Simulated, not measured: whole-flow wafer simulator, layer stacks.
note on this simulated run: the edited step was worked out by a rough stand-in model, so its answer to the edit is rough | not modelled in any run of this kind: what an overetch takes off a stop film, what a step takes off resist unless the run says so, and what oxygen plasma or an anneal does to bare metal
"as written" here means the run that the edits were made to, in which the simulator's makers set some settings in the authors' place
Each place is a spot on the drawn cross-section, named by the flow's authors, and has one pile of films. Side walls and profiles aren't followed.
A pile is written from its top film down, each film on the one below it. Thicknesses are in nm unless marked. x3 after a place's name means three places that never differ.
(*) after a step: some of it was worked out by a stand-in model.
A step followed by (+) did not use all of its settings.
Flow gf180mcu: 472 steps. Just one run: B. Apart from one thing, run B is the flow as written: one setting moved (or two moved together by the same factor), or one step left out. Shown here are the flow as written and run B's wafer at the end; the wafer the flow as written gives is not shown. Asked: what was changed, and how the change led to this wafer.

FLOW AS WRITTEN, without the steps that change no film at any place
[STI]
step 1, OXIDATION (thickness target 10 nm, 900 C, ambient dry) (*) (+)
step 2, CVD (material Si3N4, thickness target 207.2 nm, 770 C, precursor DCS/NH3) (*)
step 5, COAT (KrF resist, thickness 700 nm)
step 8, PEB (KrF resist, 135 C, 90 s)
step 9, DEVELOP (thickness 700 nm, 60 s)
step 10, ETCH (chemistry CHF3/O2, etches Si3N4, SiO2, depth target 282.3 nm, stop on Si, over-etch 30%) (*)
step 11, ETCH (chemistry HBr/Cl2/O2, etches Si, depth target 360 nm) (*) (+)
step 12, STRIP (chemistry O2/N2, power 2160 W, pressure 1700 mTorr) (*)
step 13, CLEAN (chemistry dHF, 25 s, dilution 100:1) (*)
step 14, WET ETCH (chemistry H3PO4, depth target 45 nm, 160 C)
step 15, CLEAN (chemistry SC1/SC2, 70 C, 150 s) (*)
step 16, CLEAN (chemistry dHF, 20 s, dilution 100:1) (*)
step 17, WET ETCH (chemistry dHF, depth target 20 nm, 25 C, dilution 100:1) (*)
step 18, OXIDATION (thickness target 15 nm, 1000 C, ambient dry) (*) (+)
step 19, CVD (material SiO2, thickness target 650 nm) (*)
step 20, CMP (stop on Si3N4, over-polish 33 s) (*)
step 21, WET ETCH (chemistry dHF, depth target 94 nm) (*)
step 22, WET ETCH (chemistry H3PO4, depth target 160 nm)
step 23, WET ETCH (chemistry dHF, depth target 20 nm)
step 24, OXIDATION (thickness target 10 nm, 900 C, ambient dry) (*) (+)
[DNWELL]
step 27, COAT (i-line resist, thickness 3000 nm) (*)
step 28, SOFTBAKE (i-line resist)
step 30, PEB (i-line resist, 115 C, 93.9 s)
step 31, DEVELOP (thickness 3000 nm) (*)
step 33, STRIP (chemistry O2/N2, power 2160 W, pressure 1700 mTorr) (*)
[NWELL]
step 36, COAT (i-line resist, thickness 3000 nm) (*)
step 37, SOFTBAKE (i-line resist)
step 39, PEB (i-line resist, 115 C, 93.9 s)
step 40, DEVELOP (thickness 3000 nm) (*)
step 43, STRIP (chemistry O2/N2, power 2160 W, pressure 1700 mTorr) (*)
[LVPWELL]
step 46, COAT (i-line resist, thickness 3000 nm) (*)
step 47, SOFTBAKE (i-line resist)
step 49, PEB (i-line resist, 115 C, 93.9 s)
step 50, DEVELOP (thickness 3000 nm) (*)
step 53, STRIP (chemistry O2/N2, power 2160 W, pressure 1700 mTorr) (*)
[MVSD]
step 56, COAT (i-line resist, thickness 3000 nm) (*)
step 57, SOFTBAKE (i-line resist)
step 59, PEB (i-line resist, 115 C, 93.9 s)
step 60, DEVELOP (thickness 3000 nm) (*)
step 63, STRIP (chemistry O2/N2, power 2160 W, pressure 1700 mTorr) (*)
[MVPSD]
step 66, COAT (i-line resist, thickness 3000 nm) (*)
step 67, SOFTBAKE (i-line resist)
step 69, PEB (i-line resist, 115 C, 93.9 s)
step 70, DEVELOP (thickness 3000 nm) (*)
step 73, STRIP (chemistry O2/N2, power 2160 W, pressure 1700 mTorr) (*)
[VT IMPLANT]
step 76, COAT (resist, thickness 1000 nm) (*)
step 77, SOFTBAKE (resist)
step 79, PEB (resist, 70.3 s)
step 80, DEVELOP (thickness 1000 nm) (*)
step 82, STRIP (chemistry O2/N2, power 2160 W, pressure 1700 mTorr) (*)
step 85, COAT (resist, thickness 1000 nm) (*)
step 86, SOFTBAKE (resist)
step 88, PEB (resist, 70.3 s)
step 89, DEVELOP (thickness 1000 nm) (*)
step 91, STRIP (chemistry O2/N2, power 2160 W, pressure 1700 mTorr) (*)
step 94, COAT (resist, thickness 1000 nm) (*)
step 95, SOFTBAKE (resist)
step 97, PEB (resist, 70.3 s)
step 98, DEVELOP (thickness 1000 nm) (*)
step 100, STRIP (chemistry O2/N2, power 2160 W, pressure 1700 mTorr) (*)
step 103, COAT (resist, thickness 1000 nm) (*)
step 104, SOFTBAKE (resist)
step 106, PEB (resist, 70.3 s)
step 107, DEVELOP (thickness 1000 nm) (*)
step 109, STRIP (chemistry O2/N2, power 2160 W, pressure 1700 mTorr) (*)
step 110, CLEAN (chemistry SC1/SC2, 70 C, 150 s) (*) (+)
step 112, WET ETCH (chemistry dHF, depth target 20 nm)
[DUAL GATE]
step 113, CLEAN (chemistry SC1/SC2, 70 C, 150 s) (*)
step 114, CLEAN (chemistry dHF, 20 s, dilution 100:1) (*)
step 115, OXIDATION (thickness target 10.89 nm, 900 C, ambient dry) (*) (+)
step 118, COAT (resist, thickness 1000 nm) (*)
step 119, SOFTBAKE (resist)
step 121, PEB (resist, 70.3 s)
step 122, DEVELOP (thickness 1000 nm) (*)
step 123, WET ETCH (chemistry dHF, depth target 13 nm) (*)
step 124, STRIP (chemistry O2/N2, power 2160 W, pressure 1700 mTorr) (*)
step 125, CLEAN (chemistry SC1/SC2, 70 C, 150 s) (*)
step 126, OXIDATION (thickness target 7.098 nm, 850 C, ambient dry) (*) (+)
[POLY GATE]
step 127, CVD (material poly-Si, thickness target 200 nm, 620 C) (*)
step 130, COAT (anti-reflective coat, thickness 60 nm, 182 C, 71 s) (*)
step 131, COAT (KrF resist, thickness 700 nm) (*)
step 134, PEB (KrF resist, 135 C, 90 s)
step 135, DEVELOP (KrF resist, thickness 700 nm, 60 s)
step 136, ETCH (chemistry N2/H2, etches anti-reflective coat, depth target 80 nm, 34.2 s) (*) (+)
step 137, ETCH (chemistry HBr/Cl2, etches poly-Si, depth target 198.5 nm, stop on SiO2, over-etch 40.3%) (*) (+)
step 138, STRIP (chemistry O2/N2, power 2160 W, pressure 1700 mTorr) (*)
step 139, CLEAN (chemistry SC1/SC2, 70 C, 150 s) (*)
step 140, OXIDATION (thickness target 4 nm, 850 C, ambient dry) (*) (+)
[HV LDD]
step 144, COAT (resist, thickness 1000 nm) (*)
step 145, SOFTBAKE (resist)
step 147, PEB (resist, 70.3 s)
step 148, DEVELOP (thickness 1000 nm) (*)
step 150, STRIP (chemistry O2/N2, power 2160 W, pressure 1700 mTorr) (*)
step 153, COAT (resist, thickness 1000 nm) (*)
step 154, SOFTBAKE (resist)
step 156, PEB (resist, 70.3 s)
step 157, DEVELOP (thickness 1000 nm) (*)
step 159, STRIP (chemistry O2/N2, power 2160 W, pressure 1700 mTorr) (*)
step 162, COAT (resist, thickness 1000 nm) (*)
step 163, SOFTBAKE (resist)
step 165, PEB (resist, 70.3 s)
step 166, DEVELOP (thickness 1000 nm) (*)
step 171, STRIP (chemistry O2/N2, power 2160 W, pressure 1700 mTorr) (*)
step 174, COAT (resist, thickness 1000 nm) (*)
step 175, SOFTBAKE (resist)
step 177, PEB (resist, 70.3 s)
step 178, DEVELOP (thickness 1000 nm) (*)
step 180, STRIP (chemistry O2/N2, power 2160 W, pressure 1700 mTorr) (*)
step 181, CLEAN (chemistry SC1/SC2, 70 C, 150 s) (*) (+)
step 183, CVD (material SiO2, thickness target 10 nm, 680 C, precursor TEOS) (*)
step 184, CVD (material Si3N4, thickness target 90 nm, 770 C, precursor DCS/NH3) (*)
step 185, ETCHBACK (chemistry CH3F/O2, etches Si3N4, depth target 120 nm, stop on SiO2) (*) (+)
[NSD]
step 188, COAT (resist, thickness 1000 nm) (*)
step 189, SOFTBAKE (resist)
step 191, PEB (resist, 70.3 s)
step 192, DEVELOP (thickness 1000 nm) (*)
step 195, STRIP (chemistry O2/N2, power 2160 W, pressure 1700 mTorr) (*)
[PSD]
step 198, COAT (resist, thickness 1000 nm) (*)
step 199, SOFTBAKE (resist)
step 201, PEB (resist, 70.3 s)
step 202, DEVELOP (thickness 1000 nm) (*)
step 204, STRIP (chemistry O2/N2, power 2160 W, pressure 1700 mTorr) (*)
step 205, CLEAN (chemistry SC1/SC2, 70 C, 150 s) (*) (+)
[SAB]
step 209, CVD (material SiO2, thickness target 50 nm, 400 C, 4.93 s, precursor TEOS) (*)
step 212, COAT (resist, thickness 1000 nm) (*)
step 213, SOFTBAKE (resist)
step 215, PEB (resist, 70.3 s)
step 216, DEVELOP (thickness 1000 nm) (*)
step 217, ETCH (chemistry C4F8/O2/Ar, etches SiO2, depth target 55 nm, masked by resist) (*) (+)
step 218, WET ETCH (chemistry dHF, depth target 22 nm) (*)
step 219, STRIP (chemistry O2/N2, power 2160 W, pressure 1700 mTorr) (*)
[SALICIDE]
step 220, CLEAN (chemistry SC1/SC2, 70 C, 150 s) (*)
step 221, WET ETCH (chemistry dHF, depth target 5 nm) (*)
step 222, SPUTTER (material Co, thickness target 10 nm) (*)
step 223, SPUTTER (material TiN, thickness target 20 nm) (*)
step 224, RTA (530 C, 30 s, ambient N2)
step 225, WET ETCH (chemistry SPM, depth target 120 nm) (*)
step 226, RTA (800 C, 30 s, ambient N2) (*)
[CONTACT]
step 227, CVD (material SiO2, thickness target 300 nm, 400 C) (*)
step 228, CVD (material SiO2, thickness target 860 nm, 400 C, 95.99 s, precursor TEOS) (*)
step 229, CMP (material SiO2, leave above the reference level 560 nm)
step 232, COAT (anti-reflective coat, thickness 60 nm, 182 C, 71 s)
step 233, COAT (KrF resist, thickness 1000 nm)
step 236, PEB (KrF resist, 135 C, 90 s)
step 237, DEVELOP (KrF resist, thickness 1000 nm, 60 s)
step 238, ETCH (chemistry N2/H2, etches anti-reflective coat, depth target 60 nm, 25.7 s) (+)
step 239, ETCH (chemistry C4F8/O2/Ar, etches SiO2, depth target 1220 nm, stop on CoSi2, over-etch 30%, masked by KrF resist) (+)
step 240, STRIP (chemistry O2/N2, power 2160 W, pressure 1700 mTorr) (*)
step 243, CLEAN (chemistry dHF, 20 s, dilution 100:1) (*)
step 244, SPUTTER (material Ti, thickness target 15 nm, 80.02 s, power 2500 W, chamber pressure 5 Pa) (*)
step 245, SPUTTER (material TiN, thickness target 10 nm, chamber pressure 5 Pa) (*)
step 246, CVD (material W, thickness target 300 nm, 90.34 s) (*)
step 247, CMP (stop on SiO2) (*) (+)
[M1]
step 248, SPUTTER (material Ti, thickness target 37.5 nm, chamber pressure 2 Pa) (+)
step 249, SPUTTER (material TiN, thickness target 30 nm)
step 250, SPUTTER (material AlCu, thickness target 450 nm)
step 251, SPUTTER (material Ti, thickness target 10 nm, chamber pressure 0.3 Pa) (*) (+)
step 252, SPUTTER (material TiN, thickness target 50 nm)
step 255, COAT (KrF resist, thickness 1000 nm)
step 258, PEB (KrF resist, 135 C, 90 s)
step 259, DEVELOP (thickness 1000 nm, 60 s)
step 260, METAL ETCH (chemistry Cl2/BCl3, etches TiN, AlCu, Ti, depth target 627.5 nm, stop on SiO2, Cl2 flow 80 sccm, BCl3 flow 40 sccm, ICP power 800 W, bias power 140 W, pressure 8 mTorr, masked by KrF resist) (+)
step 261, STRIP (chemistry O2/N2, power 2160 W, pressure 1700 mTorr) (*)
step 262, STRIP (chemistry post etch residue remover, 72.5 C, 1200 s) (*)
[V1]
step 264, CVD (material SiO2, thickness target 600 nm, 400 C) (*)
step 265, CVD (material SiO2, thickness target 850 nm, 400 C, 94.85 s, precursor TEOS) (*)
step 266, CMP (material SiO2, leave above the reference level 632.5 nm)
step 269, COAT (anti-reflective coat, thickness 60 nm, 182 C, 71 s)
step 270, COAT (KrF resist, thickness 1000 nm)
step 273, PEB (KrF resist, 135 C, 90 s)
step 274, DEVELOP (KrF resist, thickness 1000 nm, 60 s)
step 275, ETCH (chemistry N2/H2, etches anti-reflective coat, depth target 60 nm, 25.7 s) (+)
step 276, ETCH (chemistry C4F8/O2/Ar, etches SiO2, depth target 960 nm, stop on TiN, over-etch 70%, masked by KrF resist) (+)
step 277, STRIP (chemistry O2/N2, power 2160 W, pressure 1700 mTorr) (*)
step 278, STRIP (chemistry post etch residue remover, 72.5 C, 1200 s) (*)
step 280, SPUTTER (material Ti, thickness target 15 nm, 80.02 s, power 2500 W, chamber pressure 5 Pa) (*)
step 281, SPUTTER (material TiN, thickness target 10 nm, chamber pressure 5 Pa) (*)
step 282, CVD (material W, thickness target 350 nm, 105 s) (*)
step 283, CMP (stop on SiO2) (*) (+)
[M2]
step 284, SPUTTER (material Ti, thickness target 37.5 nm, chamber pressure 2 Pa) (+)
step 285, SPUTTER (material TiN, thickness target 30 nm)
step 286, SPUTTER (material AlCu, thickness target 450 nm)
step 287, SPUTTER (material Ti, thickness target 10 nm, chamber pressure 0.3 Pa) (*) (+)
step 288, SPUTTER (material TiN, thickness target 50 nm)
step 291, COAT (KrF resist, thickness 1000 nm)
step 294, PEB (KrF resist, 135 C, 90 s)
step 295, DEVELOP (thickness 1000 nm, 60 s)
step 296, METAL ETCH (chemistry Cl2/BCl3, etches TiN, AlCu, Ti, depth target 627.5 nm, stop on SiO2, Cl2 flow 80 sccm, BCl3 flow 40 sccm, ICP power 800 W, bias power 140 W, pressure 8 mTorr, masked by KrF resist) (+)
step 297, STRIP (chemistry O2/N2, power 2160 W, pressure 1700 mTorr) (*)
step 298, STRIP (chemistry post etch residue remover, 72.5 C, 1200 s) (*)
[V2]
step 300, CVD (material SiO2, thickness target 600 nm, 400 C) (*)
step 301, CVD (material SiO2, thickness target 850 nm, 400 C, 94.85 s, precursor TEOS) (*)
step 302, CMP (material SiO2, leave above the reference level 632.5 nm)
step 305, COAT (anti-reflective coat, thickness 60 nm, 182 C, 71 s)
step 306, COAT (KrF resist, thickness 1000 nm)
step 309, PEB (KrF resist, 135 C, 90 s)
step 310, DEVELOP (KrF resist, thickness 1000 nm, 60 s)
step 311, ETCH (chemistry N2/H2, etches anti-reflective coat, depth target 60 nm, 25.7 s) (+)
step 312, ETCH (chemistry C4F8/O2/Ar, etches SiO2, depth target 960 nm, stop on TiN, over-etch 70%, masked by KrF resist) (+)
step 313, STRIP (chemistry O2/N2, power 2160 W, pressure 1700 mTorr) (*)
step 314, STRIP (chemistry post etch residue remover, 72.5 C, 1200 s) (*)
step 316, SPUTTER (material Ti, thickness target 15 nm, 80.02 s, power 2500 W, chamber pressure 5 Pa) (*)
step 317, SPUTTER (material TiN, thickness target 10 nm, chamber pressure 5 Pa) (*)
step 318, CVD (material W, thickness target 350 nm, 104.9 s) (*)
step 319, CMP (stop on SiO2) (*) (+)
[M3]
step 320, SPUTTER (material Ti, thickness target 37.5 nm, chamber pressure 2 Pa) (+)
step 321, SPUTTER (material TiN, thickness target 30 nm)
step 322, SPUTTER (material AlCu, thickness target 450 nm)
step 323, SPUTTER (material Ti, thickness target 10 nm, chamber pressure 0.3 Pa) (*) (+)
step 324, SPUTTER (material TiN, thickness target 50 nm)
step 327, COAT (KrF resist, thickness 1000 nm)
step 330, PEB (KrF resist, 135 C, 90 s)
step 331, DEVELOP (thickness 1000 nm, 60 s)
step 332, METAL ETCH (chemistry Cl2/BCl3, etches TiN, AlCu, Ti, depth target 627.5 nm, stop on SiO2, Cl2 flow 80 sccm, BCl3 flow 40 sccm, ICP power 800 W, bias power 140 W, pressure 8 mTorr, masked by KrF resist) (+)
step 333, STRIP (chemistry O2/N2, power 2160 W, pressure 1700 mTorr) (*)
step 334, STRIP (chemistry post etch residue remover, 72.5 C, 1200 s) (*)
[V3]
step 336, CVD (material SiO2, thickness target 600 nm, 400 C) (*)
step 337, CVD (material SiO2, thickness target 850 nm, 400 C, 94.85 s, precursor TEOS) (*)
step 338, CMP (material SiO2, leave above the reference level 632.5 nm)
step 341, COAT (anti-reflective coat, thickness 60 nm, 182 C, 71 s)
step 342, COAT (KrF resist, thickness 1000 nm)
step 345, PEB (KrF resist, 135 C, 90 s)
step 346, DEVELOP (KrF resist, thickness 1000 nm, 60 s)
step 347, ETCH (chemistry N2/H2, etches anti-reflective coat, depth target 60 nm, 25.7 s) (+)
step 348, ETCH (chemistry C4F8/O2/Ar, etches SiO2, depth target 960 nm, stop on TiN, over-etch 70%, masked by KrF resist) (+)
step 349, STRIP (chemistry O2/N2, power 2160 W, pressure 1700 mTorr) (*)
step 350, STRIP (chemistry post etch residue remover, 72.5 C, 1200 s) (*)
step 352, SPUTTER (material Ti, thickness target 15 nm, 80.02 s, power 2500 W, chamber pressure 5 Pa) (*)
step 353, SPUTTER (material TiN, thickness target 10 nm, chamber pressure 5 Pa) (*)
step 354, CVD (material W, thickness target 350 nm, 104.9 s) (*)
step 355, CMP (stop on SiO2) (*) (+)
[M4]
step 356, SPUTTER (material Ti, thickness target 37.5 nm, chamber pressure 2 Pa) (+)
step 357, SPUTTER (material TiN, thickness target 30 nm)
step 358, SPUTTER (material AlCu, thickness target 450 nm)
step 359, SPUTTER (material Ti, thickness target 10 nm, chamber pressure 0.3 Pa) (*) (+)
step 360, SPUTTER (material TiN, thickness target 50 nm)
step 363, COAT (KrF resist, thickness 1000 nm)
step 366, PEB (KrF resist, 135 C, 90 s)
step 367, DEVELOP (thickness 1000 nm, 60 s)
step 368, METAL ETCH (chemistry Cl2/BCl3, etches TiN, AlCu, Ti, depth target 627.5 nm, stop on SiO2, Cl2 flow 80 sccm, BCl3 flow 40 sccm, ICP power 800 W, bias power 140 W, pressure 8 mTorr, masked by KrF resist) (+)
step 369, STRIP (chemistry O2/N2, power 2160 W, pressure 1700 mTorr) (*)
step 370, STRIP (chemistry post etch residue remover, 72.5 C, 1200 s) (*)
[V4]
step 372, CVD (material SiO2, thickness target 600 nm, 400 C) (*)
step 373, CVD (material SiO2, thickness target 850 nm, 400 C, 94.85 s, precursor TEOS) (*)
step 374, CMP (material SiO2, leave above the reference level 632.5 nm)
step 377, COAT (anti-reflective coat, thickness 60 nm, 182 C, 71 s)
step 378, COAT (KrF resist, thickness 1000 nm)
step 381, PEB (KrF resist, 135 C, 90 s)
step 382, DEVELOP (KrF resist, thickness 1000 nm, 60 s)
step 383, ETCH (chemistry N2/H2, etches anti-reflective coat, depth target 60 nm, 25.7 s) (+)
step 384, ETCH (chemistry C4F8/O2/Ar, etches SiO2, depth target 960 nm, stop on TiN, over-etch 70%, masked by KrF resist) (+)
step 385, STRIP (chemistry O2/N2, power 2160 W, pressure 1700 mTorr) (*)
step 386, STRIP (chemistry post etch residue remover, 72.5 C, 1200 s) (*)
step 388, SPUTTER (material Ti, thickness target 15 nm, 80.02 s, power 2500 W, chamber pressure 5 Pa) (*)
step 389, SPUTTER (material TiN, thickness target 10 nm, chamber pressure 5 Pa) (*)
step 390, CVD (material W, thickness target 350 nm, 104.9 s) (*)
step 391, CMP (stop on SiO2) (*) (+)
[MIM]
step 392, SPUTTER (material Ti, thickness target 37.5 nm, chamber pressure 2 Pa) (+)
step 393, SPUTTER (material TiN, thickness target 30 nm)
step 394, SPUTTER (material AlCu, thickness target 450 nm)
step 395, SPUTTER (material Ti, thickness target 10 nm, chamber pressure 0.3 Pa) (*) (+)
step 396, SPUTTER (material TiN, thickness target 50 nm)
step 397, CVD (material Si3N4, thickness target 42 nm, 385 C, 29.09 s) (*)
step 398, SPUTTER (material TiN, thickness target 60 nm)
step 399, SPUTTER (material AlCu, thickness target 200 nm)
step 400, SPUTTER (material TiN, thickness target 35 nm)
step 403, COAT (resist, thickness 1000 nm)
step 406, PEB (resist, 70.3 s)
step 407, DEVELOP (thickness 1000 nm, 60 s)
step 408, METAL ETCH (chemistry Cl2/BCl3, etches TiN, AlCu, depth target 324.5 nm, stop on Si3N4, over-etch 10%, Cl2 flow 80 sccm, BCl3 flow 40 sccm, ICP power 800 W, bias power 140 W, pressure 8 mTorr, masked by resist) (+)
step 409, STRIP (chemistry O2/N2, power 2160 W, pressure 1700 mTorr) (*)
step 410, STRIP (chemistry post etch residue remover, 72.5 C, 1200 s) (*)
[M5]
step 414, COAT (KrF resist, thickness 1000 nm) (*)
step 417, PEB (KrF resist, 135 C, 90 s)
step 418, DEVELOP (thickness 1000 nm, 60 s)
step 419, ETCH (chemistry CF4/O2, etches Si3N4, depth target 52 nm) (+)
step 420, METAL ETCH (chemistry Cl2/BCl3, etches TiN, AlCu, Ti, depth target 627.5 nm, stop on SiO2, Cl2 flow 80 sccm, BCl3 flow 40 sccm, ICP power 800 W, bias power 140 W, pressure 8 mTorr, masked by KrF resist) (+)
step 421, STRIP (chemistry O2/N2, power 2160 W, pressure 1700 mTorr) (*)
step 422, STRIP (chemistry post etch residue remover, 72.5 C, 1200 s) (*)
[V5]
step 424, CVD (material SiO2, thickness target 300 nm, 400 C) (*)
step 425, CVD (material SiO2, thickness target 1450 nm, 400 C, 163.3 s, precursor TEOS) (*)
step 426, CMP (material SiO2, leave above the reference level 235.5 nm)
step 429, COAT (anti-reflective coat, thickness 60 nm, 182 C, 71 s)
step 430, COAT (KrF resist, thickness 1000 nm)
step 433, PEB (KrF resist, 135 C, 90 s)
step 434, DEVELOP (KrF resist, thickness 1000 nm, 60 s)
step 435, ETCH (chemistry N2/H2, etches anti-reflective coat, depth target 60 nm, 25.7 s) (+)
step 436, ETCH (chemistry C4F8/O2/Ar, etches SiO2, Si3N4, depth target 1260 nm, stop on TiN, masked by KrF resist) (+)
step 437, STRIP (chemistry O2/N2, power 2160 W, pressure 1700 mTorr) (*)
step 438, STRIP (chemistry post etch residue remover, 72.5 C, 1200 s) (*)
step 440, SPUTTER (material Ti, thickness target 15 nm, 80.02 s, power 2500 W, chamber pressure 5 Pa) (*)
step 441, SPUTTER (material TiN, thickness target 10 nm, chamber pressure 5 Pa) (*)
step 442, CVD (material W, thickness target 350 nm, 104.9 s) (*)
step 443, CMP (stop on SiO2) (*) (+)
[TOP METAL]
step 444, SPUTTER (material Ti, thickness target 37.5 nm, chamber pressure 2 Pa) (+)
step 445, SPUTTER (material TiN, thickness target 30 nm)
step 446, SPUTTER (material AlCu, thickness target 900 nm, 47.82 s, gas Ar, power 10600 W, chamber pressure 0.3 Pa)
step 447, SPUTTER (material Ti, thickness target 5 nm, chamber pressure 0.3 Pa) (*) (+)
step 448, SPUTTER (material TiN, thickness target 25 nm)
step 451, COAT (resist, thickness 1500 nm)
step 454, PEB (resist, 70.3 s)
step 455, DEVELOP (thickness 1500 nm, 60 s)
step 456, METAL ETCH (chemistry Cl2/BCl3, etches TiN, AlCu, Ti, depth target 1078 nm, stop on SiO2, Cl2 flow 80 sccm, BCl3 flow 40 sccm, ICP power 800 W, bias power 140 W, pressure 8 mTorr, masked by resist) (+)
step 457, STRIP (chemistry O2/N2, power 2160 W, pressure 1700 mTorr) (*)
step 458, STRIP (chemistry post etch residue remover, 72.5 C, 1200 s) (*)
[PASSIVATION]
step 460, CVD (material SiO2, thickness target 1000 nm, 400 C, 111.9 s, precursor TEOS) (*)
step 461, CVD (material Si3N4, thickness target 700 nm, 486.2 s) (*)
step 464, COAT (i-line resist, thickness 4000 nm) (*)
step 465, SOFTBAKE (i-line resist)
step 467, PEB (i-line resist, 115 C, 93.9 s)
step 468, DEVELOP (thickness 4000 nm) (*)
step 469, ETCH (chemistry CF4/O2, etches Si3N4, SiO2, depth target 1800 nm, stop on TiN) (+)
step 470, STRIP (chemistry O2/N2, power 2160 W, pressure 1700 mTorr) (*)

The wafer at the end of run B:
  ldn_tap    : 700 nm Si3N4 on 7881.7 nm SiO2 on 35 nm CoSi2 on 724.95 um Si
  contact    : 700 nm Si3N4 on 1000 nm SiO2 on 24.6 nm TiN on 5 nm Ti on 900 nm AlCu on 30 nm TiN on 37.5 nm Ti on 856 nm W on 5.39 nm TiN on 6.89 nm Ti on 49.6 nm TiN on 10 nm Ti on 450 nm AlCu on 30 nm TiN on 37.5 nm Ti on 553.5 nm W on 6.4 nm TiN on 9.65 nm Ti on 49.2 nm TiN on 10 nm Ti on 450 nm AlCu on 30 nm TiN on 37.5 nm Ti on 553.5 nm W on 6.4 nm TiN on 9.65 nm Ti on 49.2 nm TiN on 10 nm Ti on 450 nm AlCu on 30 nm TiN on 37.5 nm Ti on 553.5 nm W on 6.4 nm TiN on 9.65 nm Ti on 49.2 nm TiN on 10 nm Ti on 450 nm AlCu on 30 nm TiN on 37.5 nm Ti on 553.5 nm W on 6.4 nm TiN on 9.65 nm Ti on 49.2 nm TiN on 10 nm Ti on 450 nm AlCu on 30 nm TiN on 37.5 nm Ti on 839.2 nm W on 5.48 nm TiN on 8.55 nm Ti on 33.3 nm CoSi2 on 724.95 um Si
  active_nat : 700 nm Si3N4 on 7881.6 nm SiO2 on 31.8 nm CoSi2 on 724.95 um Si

The reason: step 440, SPUTTER: 68.02 s was run, though the flow has 80.02 s.

How this came from the change, step by step:
  step 440, SPUTTER (material Ti, thickness target 15 nm, 80.02 s, power 2500 W, chamber pressure 5 Pa) (*)
      field, field__w1, field__w2 and 108 more: Ti gains 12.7 (new film) (as written it would have been: Ti gains 15 (new film))
      contact: Ti gains 6.89 (new film) (as written it would have been: Ti gains 8.12 (new film))
  step 443, CMP (stop on SiO2) (*) (+)
      field, field__w1, field__w2 and 108 more: W loses 350 (all of it), TiN loses 10 (all of it), Ti loses 12.7 (all of it), SiO2 loses 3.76 (as written it would have been: W loses 350 (all of it), TiN loses 10 (all of it), Ti loses 15 (all of it), SiO2 loses 3.78)
